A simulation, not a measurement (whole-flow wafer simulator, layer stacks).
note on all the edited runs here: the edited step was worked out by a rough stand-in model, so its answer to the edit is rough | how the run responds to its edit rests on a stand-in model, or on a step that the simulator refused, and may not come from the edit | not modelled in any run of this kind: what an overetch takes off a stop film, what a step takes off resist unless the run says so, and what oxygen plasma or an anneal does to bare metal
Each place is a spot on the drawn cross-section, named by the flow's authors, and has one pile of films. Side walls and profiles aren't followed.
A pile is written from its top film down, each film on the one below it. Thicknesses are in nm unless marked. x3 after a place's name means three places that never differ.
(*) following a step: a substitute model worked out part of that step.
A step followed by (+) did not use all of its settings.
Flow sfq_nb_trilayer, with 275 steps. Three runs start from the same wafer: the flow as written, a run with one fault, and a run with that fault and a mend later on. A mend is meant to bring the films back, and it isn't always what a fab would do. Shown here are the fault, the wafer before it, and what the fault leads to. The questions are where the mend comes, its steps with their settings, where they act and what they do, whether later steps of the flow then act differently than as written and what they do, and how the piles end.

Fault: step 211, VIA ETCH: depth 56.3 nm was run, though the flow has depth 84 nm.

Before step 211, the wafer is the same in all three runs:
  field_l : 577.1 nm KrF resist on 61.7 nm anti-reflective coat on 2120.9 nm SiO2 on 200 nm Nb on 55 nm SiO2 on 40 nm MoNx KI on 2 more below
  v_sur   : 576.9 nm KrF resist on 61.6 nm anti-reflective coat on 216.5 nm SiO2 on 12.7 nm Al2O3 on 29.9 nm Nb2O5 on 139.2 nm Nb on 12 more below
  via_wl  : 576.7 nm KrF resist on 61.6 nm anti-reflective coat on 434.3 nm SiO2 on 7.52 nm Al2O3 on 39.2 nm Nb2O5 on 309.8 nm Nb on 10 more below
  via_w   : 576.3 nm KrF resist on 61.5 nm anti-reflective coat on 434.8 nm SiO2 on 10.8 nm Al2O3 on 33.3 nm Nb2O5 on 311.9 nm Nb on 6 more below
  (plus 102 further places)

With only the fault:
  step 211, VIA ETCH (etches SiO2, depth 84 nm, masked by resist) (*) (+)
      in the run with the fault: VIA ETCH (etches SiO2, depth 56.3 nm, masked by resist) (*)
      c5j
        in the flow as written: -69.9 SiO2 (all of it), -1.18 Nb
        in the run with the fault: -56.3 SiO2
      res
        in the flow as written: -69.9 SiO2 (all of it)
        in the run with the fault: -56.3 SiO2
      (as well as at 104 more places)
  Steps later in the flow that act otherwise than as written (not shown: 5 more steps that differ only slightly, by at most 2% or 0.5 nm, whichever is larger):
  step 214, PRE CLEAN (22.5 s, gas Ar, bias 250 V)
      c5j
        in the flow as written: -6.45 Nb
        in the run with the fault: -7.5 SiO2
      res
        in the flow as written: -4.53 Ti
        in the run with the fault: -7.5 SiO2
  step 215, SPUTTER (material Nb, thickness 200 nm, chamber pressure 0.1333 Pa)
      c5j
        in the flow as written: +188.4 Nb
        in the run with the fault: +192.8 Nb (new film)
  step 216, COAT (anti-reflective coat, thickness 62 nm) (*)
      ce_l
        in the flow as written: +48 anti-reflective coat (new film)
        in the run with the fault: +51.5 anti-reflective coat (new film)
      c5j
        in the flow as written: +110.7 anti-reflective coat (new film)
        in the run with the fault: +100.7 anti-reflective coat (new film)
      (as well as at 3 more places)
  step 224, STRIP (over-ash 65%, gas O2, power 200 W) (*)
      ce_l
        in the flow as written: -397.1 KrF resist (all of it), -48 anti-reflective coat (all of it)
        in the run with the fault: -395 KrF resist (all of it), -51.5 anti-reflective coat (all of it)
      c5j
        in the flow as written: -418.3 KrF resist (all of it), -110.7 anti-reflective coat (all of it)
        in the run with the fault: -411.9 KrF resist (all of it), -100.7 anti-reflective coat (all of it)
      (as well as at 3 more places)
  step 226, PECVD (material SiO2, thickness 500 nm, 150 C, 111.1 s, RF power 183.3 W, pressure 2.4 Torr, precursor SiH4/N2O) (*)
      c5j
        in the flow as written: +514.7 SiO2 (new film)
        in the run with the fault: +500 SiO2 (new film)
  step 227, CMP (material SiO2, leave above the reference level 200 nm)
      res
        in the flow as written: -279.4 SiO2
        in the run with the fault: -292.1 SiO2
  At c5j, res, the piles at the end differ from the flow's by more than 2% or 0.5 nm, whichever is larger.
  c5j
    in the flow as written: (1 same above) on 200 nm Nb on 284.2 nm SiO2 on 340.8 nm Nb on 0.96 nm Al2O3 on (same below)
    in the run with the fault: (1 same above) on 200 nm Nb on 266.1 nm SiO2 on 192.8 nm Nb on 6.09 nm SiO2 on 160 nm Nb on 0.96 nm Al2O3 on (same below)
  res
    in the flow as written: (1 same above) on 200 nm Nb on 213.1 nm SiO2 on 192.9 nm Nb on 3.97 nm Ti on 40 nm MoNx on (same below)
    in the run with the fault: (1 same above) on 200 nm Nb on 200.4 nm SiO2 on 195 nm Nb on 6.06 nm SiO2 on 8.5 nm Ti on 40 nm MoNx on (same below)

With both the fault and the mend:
  The mend stands after step 212.
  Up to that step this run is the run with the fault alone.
  step 212a, COAT (anti-reflective coat, thickness 62 nm) (*) (the flow's step 204 again)
      field_r, ln_m5, p4_fl x3 and 61 more
        +62 anti-reflective coat (new film)
      lsp_m, ln_m6, lsp_r and 6 more
        +61.9 anti-reflective coat (new film)
      v_sur, via_wl
        +61.5 anti-reflective coat (new film)
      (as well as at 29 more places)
  step 212b, COAT (KrF resist, thickness 650 nm) (*) (the flow's step 205 again)
      l0_sur, l0v, p4_fl x3 and 44 more
        +650 KrF resist (new film)
      wl_b_m5, wl_b_sr, wl_c_sl and 12 more
        +649.9 KrF resist (new film)
      r5r_line_l, r5r_line_c, r5r_line_r
        +634.3 KrF resist (new film)
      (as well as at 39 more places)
  step 212c, SOFTBAKE (KrF resist) (the flow's step 206 again)
      alters no film at any place that is followed
  step 212d, EXPOSE (photomask C5, dose 11.94 mJ/cm2, NA 0.6, wavelength 248 nm) (*) (the flow's step 207 again)
      alters no film at any place that is followed
  step 212e, PEB (KrF resist, 90 s) (the flow's step 208 again)
      field_l, sp_r, moat and 79 more
        -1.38 KrF resist
      v_sur, via_wl, via_w, via_wr, via_sp, be_sur, jj_sur, res
        -1.37 KrF resist
      r5r_line_l, r5r_line_c, r5r_line_r
        -1.34 KrF resist
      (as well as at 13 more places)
  step 212f, DEVELOP (KrF resist, thickness 650 nm, 60 s) (the flow's step 209 again)
      field_l, v_sur, via_wl and 101 more
        -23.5 KrF resist
      c5j
        -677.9 KrF resist (all of it)
      res
        -646.4 KrF resist (all of it)
  step 212g, VIA ETCH (etches anti-reflective coat, depth 125 nm, masked by resist) (+) (the flow's step 210 again)
      field_l, v_sur, via_wl and 101 more
        -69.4 KrF resist
      c5j
        -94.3 anti-reflective coat (all of it), -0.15 SiO2
      res
        -83.4 anti-reflective coat (all of it), -0.21 SiO2
  step 212h, VIA ETCH (etches SiO2, depth 27.7 nm, masked by resist) (*) (+) (the flow's step 211 again, with other settings)
      field_l, v_sur, via_wl and 101 more
        -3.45 KrF resist
      c5j
        -13.4 SiO2 (all of it), -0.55 Nb
      res
        -13.3 SiO2 (all of it)
  step 212i, STRIP (over-ash 65%, gas O2, power 200 W) (*) (the flow's step 212 again)
      p4_fl x3, p4_w1 x9, p4_g1 x2 and 33 more
        -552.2 KrF resist (all of it), -62 anti-reflective coat (all of it)
      wl_b_m5, wl_b_sr, wl_c_sl and 12 more
        -552.1 KrF resist (all of it), -62 anti-reflective coat (all of it)
      lsp_r, l0_sur
        -552.3 KrF resist (all of it), -61.9 anti-reflective coat (all of it)
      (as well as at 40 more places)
  None of the later steps of the flow differs from how it acts as written, at any place that is followed, by more than 2% or 0.5 nm, whichever is larger.
  The piles end only slightly different from the flow's at the places that both follow, by no more than 2% or 0.5 nm, whichever is larger.
